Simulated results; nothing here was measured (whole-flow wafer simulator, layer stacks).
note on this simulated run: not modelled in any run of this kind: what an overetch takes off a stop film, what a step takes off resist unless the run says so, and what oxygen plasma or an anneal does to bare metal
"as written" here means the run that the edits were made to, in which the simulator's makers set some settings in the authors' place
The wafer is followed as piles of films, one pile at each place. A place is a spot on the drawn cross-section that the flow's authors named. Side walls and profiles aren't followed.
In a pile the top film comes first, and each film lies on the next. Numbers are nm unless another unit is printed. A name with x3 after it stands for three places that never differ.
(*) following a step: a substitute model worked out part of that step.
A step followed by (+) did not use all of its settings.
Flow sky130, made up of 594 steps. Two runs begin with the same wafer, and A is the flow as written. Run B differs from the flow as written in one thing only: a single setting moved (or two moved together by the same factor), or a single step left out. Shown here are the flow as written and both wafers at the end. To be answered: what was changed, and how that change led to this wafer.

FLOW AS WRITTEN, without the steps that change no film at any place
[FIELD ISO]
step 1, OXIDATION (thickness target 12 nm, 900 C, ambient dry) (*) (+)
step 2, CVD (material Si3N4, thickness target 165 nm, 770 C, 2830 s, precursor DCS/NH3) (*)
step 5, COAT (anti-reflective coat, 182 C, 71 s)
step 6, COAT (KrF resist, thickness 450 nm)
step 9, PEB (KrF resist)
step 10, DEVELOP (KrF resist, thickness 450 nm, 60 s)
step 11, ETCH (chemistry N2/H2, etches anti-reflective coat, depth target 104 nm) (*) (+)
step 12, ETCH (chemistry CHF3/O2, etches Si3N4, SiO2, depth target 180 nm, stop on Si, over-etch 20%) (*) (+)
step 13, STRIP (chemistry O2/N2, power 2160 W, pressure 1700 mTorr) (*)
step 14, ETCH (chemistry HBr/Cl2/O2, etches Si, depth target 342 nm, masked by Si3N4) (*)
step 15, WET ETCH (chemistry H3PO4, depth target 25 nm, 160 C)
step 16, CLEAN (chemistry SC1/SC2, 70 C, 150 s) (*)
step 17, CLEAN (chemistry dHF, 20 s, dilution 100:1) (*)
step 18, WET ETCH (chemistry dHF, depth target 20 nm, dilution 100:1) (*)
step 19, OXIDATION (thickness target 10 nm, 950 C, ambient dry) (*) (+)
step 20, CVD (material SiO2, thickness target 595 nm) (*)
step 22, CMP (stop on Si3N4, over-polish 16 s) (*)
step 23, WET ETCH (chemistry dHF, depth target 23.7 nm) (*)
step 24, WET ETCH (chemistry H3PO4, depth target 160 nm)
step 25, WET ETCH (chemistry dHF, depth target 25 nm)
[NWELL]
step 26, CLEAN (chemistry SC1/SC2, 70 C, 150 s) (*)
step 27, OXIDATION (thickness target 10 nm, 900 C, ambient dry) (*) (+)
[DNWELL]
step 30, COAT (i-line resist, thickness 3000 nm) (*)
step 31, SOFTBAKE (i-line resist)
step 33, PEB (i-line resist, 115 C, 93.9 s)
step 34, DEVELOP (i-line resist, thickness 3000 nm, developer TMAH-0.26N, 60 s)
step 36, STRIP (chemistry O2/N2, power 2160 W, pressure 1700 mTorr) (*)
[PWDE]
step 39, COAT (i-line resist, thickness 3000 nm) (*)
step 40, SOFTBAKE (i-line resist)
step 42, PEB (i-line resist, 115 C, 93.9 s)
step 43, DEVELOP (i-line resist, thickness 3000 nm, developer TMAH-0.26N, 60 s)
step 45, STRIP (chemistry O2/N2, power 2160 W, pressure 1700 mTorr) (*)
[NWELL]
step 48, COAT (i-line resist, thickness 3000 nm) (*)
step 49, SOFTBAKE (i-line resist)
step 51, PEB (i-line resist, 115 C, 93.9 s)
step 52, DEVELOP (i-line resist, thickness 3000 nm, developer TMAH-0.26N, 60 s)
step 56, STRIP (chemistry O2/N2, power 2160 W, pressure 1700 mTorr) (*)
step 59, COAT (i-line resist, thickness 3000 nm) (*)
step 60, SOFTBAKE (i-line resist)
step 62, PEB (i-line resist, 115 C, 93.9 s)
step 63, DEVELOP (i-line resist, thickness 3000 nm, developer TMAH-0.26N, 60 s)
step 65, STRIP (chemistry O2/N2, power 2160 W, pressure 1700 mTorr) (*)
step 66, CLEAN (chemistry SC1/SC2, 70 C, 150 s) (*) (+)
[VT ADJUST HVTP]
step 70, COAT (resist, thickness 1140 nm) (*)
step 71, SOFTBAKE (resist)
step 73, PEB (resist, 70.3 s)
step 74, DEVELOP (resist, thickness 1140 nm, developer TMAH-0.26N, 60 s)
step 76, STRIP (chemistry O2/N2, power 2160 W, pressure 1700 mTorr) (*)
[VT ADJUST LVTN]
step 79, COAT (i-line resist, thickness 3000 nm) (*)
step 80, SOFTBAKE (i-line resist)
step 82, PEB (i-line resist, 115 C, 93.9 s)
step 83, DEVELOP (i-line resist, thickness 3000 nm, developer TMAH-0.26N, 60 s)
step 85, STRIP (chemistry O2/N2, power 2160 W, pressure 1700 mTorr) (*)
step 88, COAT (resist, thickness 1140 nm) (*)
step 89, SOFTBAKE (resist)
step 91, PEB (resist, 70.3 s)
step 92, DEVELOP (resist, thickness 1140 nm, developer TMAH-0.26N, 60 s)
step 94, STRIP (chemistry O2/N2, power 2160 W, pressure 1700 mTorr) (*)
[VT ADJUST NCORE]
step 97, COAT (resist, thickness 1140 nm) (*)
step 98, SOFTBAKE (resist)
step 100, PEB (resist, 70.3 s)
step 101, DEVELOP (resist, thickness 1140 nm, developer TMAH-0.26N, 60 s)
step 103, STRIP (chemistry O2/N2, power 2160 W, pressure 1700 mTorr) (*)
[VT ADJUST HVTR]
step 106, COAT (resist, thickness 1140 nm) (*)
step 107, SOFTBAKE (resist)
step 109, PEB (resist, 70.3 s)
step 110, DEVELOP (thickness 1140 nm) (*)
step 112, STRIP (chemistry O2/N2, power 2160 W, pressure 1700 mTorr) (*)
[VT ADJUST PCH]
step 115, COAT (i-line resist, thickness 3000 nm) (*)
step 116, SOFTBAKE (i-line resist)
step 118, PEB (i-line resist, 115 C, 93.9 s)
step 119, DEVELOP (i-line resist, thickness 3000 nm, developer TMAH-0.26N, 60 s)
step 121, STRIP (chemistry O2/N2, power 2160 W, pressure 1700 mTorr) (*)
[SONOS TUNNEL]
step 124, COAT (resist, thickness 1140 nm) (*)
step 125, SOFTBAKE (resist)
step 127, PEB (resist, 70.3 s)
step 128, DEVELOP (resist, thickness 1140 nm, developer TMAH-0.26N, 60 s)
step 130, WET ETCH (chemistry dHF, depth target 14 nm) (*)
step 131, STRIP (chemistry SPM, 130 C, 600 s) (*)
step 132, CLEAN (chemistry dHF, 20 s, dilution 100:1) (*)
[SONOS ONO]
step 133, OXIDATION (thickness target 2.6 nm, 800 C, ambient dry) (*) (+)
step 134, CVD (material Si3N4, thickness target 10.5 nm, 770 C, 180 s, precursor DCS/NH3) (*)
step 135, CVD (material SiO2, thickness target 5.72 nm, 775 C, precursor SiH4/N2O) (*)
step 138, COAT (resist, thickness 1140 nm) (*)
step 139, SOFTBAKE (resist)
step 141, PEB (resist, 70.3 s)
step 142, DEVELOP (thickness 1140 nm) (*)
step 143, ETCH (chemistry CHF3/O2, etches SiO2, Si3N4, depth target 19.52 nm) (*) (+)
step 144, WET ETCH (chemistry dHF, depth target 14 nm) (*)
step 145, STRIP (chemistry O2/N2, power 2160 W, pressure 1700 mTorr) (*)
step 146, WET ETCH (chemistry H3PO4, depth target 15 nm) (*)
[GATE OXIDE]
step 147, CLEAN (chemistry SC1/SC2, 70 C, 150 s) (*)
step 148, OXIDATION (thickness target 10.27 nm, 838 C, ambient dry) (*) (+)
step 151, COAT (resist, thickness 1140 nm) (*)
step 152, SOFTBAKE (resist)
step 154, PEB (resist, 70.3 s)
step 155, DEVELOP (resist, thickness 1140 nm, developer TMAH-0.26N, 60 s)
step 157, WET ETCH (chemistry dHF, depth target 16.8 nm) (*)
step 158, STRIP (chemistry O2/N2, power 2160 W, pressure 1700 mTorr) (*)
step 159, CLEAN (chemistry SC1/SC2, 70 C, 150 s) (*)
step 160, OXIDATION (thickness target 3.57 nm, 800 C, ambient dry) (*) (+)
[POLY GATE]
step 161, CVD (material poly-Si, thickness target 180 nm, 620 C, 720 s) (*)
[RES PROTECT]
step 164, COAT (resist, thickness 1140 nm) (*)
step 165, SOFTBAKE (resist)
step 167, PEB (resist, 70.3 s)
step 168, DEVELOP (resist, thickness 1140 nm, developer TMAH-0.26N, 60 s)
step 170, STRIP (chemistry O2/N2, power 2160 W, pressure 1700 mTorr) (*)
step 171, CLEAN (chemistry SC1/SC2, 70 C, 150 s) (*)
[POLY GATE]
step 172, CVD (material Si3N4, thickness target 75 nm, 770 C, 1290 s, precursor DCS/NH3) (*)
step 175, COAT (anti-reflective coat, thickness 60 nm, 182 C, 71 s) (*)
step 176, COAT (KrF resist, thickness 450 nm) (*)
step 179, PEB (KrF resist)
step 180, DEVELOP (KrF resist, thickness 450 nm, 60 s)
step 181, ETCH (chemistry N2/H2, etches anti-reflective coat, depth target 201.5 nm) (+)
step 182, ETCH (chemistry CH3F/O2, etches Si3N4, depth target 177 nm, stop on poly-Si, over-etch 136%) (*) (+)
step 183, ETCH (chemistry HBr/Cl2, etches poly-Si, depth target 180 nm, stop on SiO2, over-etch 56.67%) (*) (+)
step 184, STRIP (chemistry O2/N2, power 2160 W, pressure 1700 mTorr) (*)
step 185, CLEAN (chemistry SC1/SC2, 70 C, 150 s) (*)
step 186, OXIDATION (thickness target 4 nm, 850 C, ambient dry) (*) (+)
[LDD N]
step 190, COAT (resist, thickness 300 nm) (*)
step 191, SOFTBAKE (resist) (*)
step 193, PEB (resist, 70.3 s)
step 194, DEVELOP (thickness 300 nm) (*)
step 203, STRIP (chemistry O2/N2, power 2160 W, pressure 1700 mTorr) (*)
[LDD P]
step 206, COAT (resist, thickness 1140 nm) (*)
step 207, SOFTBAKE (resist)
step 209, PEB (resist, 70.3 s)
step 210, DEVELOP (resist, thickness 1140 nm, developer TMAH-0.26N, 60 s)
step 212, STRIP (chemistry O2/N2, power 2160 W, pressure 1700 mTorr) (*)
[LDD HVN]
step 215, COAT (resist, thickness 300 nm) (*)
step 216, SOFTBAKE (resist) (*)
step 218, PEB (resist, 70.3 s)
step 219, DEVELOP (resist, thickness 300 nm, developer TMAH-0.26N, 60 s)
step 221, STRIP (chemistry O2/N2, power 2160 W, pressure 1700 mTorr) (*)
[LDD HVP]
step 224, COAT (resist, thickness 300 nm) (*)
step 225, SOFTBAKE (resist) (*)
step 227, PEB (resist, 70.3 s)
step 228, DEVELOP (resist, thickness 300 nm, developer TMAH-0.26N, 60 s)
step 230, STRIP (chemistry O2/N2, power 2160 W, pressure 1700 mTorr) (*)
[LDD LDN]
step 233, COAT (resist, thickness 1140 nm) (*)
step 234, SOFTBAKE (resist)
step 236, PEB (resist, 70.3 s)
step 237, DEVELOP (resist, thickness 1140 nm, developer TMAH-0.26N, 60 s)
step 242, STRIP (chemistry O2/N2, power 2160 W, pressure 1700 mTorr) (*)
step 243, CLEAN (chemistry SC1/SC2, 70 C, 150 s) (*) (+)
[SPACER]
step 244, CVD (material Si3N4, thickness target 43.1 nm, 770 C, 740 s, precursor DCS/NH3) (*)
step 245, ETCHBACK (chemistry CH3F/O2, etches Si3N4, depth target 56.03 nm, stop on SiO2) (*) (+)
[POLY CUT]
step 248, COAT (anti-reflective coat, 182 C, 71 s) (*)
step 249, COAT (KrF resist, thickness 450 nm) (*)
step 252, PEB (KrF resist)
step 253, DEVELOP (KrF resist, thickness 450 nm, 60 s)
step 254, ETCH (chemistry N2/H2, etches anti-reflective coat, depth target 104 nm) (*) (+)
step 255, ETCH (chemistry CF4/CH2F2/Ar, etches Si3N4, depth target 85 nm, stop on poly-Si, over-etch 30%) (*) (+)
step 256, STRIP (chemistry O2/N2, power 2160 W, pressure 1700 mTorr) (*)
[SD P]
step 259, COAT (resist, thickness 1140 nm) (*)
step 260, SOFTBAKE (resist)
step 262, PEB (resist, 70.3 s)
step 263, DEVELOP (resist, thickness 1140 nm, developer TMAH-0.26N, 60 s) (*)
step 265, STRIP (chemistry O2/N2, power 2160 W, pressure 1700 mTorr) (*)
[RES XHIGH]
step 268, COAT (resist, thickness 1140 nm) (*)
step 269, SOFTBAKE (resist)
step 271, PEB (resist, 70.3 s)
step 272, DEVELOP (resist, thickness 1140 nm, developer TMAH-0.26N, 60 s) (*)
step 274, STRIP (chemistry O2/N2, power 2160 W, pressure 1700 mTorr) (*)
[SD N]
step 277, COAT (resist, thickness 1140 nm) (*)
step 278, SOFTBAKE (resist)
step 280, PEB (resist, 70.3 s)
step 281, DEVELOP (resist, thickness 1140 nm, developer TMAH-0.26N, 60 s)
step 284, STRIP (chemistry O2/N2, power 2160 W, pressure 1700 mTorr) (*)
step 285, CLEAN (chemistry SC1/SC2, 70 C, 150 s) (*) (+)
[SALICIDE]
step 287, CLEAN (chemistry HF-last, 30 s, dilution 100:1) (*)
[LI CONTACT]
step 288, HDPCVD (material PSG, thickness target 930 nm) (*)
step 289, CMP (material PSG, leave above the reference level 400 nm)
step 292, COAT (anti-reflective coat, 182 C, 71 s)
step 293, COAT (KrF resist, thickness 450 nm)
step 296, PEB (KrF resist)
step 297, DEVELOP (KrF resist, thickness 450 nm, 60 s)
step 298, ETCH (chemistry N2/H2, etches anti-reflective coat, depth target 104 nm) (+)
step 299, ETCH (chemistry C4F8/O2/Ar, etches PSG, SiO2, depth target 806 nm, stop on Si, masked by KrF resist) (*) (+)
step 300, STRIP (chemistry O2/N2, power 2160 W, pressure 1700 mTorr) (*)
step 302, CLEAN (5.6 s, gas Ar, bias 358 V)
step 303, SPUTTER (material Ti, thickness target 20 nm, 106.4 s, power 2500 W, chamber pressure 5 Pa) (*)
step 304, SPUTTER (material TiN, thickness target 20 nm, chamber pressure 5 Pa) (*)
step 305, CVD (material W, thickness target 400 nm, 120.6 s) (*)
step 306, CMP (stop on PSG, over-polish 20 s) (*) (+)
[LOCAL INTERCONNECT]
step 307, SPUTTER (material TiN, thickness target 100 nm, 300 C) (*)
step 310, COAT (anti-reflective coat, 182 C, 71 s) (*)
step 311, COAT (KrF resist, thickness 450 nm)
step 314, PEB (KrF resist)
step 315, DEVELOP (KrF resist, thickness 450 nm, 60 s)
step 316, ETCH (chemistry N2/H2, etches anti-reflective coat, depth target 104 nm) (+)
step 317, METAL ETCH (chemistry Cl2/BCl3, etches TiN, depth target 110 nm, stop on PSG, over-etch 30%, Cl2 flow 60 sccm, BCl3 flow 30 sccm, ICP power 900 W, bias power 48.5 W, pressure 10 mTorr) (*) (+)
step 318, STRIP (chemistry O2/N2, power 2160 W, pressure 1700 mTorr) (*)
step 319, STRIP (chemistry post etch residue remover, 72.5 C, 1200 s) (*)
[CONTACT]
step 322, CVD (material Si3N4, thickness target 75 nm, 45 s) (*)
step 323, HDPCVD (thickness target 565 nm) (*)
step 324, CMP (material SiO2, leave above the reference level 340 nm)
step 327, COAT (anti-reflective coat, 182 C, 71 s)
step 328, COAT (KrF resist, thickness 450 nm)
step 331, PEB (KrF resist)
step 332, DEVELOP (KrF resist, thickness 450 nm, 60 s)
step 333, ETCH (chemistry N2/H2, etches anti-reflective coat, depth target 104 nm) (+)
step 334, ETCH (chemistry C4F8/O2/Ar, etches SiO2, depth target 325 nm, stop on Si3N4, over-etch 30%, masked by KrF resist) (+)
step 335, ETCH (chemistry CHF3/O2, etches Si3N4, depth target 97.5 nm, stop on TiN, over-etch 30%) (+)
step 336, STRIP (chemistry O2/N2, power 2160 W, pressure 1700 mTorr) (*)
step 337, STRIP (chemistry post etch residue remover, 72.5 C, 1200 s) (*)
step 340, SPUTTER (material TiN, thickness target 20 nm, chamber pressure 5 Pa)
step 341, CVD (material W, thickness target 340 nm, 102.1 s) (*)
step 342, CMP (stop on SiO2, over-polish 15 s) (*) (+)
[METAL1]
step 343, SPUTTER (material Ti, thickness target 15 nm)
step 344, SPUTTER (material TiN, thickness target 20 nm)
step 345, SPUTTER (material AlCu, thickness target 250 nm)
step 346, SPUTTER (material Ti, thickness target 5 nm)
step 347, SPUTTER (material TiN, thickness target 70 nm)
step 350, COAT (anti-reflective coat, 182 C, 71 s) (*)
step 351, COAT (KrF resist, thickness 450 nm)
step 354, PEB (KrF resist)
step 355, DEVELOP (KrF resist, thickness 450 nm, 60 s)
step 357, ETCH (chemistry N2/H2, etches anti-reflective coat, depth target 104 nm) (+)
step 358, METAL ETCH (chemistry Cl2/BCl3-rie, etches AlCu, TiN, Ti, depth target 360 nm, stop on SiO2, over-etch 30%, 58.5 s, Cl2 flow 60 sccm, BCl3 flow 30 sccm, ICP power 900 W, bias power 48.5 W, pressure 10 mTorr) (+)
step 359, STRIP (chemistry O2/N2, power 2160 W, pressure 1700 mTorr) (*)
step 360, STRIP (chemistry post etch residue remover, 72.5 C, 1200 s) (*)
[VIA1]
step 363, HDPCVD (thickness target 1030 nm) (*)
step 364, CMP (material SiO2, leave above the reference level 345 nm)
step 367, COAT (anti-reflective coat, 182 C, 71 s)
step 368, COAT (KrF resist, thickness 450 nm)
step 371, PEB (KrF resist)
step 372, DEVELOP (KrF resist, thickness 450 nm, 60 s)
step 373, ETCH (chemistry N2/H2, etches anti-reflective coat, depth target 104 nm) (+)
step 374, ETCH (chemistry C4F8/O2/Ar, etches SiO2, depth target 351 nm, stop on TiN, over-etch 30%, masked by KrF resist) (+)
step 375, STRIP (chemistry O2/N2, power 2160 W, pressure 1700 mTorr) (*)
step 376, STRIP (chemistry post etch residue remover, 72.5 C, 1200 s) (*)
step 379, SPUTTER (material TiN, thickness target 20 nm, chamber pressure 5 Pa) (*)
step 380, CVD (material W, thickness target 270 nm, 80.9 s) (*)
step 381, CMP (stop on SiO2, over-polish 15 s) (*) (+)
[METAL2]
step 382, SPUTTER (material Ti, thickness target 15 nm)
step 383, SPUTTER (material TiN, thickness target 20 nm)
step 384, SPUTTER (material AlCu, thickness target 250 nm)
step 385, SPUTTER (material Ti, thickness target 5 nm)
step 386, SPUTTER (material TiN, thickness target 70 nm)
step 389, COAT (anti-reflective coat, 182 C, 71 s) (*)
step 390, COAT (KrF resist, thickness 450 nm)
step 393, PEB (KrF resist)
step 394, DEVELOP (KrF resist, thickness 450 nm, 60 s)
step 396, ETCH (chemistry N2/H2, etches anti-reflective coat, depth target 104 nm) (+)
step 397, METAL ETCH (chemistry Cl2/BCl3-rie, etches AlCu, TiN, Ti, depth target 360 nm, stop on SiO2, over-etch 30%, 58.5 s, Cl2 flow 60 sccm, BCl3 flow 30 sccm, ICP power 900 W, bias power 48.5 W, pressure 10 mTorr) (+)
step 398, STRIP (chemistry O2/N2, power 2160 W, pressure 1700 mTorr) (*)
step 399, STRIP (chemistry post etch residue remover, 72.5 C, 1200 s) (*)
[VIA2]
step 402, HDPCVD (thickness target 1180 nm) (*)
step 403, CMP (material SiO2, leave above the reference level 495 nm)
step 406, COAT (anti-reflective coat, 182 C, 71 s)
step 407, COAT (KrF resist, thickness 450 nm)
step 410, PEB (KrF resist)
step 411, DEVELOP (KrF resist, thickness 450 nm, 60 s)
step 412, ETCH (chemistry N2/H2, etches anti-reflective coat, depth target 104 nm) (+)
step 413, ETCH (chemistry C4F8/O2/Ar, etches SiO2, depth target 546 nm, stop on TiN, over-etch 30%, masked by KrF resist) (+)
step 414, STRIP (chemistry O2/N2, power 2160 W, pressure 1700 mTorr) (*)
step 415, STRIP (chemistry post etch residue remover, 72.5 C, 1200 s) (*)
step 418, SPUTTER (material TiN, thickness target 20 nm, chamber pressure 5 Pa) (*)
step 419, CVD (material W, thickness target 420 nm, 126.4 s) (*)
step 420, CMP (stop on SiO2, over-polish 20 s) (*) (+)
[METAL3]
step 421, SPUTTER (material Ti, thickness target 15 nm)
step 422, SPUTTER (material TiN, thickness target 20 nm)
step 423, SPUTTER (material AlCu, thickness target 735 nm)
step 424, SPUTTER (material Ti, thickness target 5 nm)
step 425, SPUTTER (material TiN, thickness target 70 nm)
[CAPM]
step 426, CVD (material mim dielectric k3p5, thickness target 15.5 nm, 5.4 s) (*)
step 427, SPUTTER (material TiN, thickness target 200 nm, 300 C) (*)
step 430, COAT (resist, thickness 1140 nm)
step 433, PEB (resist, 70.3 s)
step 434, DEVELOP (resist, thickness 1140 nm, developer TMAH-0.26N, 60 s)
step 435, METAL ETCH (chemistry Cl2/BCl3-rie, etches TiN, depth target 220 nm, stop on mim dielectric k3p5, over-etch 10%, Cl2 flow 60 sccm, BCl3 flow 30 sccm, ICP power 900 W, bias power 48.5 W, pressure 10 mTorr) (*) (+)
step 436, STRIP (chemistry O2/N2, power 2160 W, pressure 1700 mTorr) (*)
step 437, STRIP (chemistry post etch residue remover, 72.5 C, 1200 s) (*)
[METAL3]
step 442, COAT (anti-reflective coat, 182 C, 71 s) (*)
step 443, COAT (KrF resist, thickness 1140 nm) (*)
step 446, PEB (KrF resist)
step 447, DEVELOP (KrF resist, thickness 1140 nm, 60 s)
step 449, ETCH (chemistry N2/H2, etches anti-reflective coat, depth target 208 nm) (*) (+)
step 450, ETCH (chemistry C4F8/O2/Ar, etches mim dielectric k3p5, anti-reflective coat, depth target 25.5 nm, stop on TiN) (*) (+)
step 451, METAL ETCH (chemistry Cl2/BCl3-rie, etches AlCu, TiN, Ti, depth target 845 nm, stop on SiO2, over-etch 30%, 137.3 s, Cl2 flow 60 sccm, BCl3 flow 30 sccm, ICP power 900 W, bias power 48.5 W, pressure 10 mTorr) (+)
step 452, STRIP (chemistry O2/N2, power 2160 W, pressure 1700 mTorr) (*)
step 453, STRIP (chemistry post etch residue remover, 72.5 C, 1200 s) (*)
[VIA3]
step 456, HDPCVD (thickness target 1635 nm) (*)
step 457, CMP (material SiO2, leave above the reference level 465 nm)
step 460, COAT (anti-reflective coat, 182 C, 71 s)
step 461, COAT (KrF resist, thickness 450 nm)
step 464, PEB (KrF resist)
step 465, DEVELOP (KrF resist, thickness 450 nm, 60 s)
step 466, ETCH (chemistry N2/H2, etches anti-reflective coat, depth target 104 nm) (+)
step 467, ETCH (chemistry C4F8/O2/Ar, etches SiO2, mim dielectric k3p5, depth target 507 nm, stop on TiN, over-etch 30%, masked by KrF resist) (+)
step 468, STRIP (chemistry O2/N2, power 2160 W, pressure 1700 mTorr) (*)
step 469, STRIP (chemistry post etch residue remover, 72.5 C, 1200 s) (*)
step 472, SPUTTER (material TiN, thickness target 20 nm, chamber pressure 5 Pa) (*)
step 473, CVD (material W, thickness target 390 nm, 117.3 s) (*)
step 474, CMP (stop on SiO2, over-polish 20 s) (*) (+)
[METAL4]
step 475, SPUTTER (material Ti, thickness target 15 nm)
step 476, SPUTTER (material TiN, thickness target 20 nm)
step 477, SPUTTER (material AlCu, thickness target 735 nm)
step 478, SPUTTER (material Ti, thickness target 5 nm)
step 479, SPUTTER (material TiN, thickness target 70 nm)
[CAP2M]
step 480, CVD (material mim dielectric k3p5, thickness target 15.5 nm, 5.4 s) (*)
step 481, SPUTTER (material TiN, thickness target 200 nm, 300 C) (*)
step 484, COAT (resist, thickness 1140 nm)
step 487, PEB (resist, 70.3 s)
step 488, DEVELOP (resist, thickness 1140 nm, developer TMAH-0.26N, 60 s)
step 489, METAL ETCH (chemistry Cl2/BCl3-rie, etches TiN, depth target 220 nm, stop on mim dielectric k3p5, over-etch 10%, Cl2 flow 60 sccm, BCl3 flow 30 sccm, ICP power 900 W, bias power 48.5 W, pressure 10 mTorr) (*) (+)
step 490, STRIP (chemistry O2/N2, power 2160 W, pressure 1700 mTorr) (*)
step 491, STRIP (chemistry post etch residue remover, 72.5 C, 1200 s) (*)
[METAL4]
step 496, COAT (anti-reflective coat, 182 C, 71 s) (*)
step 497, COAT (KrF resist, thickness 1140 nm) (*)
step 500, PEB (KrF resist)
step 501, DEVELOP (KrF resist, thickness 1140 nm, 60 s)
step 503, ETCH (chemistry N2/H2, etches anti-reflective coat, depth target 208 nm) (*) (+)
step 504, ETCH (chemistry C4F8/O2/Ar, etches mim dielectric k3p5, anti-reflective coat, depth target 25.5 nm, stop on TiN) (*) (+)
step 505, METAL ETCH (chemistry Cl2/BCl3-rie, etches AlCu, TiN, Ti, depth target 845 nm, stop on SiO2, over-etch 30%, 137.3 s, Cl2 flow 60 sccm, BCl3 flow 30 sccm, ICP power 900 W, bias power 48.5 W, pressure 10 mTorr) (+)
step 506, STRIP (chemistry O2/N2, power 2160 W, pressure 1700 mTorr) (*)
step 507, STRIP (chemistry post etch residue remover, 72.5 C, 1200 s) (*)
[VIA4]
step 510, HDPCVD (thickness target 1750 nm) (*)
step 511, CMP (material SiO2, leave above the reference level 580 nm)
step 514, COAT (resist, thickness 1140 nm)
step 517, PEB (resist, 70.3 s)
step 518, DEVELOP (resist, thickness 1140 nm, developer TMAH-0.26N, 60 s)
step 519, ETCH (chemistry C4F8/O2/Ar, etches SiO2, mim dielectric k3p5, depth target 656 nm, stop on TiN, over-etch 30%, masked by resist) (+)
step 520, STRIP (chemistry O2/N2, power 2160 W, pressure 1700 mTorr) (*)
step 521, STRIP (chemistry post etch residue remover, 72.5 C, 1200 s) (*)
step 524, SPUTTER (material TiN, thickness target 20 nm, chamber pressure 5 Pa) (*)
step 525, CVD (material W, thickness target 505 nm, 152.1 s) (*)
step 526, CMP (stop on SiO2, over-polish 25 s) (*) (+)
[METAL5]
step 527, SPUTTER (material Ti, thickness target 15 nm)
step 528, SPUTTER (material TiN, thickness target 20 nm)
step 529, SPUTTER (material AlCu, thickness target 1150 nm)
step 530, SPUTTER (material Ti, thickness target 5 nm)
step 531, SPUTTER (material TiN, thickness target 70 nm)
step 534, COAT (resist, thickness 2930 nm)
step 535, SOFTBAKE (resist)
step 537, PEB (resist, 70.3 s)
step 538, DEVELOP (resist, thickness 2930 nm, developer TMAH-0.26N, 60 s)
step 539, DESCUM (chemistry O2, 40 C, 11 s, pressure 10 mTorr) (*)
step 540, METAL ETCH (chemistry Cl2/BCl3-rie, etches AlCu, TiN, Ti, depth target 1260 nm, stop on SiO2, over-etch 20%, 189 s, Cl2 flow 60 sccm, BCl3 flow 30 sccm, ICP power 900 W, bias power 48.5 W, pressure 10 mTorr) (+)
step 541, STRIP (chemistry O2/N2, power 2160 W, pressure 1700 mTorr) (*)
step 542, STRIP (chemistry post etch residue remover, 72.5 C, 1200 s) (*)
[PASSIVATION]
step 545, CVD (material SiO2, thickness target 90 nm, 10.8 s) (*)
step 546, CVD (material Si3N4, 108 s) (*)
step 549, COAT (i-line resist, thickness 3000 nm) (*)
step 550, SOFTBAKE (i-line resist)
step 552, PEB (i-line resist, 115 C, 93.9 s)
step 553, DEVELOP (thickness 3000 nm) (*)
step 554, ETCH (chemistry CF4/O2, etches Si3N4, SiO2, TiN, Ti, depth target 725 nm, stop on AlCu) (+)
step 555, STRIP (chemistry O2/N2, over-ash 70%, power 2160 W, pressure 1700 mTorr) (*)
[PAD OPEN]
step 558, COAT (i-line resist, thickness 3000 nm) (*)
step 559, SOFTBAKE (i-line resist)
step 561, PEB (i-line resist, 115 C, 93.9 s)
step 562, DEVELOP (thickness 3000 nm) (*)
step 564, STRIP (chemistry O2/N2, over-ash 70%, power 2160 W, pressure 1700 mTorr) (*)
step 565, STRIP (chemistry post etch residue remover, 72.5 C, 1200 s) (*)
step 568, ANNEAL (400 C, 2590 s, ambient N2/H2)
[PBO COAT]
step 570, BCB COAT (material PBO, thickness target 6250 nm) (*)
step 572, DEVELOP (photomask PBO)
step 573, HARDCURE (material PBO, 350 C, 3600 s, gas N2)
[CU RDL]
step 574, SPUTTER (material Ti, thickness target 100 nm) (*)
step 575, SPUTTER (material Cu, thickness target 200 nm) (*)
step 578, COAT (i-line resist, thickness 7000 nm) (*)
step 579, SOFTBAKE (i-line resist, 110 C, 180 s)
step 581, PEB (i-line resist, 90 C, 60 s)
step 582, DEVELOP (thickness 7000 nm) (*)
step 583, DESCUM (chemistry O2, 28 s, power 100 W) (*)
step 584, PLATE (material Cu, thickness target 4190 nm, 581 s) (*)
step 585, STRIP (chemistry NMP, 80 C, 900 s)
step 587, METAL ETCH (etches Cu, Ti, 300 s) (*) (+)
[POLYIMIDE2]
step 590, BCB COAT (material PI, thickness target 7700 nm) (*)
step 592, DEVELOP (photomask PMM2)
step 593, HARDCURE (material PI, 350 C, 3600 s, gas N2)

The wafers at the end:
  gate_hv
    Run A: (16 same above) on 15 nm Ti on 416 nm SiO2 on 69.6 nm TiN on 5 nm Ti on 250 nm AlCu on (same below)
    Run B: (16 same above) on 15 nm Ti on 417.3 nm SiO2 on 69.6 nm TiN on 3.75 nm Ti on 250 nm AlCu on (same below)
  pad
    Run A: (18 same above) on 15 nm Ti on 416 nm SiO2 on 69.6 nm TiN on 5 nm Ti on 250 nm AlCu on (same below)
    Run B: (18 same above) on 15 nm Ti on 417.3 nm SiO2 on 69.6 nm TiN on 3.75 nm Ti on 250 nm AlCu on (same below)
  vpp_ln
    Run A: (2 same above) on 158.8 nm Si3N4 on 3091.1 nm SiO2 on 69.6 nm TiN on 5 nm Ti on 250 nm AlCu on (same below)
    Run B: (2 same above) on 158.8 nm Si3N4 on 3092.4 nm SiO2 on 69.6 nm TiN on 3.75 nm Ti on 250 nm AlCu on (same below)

Cause: step 385, SPUTTER: thickness target 3.75 nm was run, whereas the flow has thickness target 5 nm.
The wafer itself shows it: gate_hv has Ti 3.75, and step 385 as written asks for 5 nm.

How this came from the change, step by step:
  step 385, SPUTTER (material Ti, thickness target 5 nm)
      field, active, n_well and 188 more: A Ti gains 5 (new film) | B Ti gains 3.75 (new film)
  step 397, METAL ETCH (chemistry Cl2/BCl3-rie, etches AlCu, TiN, Ti, depth target 360 nm, stop on SiO2, over-etch 30%, 58.5 s, Cl2 flow 60 sccm, BCl3 flow 30 sccm, ICP power 900 W, bias power 48.5 W, pressure 10 mTorr) (+)
      field, active, gate and 82 more: A TiN loses 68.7 (all of it), Ti loses 5 (all of it), AlCu loses 250 (all of it), TiN loses 20 (all of it), Ti loses 15 (all of it), SiO2 loses 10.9 | B TiN loses 68.7 (all of it), Ti loses 3.75 (all of it), AlCu loses 250 (all of it), TiN loses 20 (all of it), Ti loses 15 (all of it), SiO2 loses 11.1
